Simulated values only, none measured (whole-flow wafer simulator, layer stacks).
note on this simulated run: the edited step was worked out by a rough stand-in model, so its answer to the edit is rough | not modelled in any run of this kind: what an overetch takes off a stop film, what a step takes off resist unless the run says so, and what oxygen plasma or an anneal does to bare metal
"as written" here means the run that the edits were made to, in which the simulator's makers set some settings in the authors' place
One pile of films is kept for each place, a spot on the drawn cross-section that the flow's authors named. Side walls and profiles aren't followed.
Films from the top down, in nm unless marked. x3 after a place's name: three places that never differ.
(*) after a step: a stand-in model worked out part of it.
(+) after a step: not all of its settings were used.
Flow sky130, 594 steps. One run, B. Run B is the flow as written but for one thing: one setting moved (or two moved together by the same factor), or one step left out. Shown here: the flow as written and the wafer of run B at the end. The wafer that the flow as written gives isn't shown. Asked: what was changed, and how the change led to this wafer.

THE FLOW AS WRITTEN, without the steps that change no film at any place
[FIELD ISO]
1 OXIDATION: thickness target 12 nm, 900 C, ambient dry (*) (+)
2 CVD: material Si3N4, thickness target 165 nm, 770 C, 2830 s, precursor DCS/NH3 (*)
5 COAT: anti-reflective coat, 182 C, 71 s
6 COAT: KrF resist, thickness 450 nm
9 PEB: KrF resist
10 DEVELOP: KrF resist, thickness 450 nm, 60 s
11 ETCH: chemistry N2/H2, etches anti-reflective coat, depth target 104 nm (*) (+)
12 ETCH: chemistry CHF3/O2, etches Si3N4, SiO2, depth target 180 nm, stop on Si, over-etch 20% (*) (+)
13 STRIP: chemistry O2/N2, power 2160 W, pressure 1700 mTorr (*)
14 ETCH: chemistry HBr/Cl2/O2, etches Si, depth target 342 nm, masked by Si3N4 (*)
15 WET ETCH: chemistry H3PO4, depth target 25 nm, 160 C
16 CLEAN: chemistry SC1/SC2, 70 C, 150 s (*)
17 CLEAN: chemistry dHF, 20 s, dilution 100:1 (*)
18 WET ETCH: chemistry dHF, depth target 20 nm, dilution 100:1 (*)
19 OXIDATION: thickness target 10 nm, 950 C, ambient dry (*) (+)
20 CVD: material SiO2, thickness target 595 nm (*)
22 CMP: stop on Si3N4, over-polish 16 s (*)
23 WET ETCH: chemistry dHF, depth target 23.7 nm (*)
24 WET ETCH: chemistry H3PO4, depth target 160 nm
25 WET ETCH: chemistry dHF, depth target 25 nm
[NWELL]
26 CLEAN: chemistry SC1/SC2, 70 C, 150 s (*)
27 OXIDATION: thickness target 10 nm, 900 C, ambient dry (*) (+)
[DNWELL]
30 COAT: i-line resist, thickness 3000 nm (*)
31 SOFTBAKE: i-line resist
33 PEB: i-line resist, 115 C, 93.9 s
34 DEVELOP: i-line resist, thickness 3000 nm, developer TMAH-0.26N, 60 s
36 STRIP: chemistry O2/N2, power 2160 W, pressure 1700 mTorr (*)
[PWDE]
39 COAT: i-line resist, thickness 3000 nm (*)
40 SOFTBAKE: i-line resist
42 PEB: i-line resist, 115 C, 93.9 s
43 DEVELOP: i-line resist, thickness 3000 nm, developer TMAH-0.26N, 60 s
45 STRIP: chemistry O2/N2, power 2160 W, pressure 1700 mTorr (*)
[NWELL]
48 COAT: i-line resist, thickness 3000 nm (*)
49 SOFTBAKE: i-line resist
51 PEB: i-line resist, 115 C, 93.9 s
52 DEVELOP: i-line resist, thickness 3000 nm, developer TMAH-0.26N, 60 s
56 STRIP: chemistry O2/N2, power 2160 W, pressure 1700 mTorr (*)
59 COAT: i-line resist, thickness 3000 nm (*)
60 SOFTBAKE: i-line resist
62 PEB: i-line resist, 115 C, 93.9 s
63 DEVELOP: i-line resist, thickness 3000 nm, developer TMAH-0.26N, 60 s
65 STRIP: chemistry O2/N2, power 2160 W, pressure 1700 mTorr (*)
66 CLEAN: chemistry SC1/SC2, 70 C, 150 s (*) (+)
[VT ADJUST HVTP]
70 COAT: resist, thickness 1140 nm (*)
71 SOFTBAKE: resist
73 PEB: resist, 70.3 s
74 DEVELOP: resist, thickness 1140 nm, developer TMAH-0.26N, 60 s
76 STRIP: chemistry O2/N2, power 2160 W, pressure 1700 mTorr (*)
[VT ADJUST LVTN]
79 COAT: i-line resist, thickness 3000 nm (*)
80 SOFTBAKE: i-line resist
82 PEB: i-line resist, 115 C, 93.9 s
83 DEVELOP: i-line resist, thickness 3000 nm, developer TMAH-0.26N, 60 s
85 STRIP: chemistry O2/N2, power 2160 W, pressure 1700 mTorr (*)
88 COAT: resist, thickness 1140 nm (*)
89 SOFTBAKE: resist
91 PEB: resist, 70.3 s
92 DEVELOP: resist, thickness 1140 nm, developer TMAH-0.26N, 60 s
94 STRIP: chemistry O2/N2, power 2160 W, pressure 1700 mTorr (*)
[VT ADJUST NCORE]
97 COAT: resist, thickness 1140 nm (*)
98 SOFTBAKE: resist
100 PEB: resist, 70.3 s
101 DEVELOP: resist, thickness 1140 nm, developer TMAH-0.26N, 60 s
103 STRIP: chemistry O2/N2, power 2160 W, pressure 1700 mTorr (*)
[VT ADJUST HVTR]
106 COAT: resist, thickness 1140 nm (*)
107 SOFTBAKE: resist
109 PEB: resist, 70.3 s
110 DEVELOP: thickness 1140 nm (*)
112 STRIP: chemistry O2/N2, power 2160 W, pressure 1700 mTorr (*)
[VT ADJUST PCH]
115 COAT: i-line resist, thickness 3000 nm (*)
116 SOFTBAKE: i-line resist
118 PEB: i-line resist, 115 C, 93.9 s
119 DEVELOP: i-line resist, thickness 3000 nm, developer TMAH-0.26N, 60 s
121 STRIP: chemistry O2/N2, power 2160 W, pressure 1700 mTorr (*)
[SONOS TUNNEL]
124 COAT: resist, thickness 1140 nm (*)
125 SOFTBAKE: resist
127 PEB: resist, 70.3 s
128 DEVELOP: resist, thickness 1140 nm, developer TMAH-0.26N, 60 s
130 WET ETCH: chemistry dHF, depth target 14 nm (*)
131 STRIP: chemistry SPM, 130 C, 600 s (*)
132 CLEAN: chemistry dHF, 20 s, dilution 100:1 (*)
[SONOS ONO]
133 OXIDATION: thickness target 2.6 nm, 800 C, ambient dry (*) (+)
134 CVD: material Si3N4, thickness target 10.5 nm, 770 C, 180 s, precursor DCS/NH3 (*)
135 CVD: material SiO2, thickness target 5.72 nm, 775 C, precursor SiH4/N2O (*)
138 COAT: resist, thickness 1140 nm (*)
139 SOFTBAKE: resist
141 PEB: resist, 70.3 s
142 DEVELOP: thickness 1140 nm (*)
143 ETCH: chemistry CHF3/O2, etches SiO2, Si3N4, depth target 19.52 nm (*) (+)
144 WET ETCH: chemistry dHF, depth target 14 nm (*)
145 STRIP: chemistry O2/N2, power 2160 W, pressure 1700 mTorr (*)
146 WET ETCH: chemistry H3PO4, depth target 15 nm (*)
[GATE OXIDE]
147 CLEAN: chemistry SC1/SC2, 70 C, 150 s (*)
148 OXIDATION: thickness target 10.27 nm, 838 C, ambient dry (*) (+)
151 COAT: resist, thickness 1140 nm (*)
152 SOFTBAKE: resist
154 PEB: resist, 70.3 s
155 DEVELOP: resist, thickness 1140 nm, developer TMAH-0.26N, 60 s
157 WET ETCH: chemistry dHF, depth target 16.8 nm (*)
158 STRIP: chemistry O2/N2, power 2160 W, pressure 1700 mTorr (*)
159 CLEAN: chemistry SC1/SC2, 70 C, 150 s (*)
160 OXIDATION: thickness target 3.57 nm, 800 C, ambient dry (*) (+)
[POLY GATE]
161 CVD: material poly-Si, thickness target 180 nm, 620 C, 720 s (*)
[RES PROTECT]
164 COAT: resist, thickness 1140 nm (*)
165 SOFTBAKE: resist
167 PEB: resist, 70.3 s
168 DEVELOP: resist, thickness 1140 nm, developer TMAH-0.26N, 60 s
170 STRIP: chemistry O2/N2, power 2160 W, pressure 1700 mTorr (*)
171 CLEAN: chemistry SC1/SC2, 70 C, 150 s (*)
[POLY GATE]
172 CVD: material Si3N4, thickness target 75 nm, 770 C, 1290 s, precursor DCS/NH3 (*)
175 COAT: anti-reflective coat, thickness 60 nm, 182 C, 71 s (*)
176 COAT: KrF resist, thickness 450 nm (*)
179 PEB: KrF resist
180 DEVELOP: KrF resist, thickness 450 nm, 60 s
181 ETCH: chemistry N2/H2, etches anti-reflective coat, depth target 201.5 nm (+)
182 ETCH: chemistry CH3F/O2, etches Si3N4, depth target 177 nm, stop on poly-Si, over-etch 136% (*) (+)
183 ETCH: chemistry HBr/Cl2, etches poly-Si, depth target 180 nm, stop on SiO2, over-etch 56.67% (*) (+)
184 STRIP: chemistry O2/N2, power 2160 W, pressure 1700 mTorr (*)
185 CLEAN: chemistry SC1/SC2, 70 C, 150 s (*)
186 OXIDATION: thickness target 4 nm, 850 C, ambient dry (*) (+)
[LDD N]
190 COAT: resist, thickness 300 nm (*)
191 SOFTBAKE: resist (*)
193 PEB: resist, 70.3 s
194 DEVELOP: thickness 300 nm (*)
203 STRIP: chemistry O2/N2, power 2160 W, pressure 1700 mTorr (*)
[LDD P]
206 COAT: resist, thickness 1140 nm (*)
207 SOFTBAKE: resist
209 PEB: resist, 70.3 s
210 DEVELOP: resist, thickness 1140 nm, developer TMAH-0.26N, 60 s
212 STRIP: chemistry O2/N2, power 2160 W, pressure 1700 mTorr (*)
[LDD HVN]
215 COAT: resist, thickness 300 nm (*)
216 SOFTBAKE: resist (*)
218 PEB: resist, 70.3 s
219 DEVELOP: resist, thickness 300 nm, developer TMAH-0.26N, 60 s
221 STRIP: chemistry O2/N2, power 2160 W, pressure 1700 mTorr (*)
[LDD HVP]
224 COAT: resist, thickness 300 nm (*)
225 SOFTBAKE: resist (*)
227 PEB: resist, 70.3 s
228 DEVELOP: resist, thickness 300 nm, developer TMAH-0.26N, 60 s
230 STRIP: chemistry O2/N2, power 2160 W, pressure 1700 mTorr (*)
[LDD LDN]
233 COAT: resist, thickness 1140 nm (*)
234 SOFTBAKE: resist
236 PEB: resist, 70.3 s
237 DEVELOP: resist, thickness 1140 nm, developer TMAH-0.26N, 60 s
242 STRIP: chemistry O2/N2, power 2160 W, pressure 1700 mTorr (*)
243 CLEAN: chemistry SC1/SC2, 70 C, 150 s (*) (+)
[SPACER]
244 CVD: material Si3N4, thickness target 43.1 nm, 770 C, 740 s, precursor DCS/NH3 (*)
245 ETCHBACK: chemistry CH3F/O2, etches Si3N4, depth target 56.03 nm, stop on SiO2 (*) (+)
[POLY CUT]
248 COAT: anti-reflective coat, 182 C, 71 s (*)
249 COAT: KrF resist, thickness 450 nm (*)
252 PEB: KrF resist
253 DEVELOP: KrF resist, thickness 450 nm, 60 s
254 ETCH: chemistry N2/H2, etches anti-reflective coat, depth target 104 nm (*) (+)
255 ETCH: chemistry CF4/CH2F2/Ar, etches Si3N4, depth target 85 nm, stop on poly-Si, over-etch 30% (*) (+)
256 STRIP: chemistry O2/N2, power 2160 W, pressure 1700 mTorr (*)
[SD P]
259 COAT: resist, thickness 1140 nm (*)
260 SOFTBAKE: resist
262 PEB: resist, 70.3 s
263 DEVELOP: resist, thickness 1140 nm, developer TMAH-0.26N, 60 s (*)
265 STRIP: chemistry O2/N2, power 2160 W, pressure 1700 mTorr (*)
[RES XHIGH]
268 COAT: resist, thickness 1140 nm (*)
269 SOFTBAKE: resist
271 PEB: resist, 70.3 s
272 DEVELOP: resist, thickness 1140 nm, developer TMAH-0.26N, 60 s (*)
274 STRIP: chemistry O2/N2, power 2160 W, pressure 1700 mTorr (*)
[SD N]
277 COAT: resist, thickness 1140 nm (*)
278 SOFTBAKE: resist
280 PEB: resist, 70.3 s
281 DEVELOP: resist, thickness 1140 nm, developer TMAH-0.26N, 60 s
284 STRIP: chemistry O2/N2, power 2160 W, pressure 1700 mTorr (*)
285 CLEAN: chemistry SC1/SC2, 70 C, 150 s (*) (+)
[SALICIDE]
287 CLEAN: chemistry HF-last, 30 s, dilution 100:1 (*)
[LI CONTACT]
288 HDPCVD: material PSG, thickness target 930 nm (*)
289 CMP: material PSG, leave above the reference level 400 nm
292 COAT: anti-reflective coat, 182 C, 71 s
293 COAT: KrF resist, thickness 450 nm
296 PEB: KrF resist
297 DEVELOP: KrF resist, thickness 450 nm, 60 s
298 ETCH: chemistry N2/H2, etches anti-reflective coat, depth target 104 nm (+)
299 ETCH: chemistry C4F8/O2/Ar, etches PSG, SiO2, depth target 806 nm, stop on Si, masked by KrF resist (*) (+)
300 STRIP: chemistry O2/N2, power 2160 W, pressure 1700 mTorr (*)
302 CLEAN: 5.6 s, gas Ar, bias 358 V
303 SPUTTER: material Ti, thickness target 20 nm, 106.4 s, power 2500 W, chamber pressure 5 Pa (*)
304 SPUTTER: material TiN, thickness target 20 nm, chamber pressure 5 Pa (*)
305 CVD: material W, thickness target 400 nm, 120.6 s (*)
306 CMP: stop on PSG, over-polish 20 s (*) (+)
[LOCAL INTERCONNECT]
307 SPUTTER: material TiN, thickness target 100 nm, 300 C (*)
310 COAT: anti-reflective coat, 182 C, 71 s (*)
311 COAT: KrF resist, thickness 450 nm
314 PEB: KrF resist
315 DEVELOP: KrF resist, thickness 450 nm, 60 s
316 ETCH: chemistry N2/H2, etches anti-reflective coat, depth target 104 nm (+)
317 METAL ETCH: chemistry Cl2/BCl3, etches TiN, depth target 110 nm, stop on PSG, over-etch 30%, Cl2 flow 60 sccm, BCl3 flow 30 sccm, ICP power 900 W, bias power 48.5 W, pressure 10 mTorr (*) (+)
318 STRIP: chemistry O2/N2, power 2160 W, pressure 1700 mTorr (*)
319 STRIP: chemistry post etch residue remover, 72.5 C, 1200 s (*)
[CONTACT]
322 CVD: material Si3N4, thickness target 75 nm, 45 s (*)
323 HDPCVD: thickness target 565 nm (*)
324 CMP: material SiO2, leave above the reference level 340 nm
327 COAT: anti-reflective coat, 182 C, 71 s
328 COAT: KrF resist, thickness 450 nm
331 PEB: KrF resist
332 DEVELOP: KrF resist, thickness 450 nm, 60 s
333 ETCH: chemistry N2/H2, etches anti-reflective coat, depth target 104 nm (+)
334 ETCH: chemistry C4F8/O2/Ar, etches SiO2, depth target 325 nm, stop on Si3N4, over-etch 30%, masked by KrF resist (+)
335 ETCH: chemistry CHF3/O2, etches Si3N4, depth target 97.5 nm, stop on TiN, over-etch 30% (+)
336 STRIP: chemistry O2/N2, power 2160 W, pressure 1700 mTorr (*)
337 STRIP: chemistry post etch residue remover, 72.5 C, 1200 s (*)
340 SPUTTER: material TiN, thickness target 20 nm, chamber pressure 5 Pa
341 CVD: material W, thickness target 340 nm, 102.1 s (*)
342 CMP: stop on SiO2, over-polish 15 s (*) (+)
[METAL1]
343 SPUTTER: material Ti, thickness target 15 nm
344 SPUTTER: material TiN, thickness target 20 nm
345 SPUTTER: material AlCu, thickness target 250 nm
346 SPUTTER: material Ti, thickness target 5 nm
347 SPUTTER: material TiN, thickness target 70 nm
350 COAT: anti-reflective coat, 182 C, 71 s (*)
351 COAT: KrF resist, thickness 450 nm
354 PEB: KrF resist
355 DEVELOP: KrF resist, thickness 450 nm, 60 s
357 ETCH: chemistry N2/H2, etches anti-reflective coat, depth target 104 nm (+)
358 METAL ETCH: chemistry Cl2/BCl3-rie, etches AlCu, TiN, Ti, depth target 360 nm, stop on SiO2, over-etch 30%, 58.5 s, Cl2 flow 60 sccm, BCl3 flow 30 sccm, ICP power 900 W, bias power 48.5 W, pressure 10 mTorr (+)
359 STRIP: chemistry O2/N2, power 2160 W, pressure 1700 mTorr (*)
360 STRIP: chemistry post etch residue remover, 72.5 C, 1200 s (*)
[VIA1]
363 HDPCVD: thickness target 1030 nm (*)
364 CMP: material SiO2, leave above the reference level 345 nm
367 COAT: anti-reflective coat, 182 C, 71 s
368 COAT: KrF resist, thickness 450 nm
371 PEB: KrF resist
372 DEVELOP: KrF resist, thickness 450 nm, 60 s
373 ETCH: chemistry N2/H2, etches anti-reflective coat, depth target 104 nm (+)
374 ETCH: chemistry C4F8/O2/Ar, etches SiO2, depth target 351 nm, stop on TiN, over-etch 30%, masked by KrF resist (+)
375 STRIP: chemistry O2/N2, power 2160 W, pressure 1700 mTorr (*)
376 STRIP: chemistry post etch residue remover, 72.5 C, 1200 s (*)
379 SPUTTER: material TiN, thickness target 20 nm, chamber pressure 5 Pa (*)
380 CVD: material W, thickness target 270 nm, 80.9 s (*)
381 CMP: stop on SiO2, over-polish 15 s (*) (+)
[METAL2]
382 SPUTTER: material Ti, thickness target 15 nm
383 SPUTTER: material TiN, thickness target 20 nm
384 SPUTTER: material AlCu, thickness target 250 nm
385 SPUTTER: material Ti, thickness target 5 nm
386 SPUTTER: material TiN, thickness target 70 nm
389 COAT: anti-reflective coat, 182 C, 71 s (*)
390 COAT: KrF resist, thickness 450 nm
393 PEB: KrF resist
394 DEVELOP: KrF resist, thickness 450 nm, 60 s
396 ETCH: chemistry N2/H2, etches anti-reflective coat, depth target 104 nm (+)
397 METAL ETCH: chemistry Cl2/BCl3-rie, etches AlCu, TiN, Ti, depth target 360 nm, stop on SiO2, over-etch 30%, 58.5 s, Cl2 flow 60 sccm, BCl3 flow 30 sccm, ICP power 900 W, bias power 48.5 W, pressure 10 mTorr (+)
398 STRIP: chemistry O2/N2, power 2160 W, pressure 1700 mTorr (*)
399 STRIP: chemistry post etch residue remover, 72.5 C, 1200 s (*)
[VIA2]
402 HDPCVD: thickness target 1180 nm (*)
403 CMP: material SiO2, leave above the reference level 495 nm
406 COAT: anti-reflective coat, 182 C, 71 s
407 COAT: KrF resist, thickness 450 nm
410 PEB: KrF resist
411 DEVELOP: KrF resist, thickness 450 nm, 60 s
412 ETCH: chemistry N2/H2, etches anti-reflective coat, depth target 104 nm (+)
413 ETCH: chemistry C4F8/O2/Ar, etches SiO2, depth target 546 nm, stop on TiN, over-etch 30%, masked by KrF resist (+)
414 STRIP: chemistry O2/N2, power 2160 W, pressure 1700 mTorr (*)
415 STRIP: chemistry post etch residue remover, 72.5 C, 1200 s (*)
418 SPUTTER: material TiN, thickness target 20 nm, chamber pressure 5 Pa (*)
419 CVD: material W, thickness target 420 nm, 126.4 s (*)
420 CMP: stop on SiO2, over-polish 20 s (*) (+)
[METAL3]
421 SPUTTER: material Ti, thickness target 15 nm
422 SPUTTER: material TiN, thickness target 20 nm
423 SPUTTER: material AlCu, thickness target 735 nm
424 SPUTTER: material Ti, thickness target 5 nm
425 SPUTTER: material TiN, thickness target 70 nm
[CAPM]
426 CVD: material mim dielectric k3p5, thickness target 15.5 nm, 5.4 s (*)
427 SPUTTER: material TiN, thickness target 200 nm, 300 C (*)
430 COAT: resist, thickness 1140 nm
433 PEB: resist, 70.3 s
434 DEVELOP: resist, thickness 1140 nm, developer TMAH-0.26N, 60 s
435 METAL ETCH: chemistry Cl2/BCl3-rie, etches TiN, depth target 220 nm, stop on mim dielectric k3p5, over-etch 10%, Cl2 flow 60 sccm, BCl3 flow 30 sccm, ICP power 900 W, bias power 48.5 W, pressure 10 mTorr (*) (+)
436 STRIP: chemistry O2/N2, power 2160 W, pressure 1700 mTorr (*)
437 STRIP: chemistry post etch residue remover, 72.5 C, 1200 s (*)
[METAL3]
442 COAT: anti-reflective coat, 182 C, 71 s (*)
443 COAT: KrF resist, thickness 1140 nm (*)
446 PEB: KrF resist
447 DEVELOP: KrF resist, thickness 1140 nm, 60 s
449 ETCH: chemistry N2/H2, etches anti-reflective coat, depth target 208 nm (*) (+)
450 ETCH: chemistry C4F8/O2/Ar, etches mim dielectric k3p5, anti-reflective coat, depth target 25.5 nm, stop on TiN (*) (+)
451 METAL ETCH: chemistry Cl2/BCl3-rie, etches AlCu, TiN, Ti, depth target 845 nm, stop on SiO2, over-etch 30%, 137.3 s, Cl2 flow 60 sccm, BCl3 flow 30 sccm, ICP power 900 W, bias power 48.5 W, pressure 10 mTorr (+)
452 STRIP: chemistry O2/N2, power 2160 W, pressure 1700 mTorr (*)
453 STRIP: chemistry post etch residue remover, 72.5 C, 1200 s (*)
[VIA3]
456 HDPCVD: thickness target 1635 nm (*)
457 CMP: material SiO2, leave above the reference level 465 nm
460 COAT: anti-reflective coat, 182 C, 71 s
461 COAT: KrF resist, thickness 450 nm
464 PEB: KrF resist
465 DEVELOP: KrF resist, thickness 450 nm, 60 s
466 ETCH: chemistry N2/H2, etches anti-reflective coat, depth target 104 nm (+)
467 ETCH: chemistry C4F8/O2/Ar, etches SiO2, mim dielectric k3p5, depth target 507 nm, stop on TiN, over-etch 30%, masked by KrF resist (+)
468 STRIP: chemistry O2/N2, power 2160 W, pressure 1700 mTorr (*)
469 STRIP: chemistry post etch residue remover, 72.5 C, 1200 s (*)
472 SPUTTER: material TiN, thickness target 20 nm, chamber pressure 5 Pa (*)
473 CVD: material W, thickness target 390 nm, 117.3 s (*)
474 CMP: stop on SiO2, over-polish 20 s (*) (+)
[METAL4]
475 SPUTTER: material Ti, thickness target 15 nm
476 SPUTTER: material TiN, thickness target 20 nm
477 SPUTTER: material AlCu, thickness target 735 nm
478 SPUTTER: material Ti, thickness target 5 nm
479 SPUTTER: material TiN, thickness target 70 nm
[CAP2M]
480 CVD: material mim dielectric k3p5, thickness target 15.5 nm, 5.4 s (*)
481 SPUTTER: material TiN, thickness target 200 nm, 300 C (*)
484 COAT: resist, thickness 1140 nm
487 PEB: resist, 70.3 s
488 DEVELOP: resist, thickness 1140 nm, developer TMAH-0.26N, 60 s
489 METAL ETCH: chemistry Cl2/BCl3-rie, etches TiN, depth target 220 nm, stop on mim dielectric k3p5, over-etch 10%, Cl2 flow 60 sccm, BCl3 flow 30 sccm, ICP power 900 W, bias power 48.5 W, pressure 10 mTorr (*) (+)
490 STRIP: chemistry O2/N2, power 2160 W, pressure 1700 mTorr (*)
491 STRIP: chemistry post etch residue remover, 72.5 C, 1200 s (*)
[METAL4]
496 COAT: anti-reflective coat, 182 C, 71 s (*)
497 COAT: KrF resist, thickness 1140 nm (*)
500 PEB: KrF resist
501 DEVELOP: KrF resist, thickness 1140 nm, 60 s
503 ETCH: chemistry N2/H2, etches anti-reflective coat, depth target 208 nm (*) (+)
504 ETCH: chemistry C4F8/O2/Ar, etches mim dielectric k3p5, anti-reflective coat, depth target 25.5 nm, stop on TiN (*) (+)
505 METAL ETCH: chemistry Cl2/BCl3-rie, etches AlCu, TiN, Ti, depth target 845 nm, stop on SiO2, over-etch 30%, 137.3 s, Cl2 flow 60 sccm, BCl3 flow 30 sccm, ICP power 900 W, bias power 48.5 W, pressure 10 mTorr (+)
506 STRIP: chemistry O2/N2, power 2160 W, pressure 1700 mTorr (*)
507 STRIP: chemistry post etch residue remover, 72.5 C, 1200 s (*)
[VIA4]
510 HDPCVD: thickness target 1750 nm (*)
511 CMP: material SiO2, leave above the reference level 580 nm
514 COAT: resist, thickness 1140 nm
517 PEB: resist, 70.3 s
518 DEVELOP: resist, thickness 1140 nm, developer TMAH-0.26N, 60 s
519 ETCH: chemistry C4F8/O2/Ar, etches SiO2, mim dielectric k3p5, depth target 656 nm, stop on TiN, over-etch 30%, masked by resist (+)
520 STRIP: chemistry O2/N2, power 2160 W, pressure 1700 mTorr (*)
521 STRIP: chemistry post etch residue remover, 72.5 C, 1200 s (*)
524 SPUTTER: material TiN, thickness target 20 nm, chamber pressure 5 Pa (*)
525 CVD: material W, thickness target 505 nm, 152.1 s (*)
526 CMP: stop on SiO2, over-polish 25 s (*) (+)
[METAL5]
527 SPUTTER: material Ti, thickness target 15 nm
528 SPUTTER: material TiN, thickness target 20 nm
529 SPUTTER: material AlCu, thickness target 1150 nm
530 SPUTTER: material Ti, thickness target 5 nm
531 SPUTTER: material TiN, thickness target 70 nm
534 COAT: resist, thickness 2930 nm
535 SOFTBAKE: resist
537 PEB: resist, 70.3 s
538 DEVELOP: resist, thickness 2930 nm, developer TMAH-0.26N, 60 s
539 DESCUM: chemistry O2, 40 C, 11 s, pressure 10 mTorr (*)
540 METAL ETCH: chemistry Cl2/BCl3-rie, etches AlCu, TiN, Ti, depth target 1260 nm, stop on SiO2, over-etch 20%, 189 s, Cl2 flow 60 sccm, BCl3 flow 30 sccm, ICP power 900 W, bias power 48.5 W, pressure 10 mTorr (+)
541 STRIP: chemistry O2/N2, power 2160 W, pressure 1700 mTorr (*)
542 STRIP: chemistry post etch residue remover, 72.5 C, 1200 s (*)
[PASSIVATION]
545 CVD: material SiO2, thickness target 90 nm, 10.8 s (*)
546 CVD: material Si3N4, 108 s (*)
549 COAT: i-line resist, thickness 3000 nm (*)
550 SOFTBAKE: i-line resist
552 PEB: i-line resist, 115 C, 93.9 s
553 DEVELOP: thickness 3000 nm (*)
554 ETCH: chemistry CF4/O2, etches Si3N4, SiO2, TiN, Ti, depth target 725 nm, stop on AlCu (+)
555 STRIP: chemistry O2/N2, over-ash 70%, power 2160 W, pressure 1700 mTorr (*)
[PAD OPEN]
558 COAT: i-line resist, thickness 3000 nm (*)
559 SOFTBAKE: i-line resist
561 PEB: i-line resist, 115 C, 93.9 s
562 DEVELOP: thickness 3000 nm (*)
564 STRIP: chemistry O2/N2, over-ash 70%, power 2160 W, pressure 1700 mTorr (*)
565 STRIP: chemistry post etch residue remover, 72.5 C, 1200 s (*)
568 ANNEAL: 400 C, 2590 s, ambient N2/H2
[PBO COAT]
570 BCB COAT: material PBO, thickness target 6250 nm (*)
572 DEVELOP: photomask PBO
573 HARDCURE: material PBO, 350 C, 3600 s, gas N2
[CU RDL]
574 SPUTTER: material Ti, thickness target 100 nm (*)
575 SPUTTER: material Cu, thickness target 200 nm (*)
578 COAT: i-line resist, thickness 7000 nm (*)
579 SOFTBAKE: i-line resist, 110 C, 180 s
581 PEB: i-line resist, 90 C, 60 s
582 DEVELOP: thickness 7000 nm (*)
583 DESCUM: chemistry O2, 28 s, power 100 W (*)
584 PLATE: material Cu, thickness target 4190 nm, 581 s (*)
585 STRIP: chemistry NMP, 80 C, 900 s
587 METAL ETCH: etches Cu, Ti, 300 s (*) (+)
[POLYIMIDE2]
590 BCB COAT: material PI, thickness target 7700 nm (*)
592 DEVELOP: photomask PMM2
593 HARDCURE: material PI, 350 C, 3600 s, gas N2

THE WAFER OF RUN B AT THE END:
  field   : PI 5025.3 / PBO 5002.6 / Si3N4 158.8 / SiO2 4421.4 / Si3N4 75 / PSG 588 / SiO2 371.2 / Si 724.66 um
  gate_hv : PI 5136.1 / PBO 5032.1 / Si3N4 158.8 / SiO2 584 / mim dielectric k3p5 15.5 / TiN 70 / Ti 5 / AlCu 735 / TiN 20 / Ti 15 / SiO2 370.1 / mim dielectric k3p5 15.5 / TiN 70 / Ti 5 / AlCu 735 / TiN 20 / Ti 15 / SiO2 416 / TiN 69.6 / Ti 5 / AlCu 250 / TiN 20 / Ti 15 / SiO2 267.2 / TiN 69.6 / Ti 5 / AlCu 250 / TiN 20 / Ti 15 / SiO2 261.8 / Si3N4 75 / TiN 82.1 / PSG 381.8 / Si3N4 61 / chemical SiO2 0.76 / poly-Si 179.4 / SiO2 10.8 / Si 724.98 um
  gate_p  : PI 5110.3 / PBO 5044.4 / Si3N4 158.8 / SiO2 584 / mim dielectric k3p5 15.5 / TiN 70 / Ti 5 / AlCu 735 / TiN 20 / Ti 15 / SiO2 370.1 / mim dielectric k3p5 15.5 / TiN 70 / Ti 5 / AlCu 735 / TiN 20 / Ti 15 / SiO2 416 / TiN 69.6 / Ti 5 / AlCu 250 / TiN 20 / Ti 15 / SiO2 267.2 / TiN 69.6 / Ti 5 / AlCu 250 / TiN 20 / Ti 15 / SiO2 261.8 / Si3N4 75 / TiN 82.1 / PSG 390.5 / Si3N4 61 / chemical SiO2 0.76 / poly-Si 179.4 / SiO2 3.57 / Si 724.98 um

The cause: step 307, SPUTTER: thickness target 82.5 nm was run, where the flow has thickness target 100 nm.

How the change led to this, step by step:
  307 SPUTTER: material TiN, thickness target 100 nm, 300 C (*)
      field, active, n_well and 188 more: TiN +82.5 (new film) (as written it would be: TiN +100 (new film))
  317 METAL ETCH: chemistry Cl2/BCl3, etches TiN, depth target 110 nm, stop on PSG, over-etch 30%, Cl2 flow 60 sccm, BCl3 flow 30 sccm, ICP power 900 W, bias power 48.5 W, pressure 10 mTorr (*) (+)
      n_well, p_well, gate_hv and 97 more: KrF resist -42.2 (as written it would be: KrF resist -44)
      field, active, gate and 88 more: TiN -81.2 (all of it) (as written it would be: TiN -98.7 (all of it))
  324 CMP: material SiO2, leave above the reference level 340 nm
      field, active, gate and 88 more: SiO2 -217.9 (as written it would be: SiO2 -200.4)
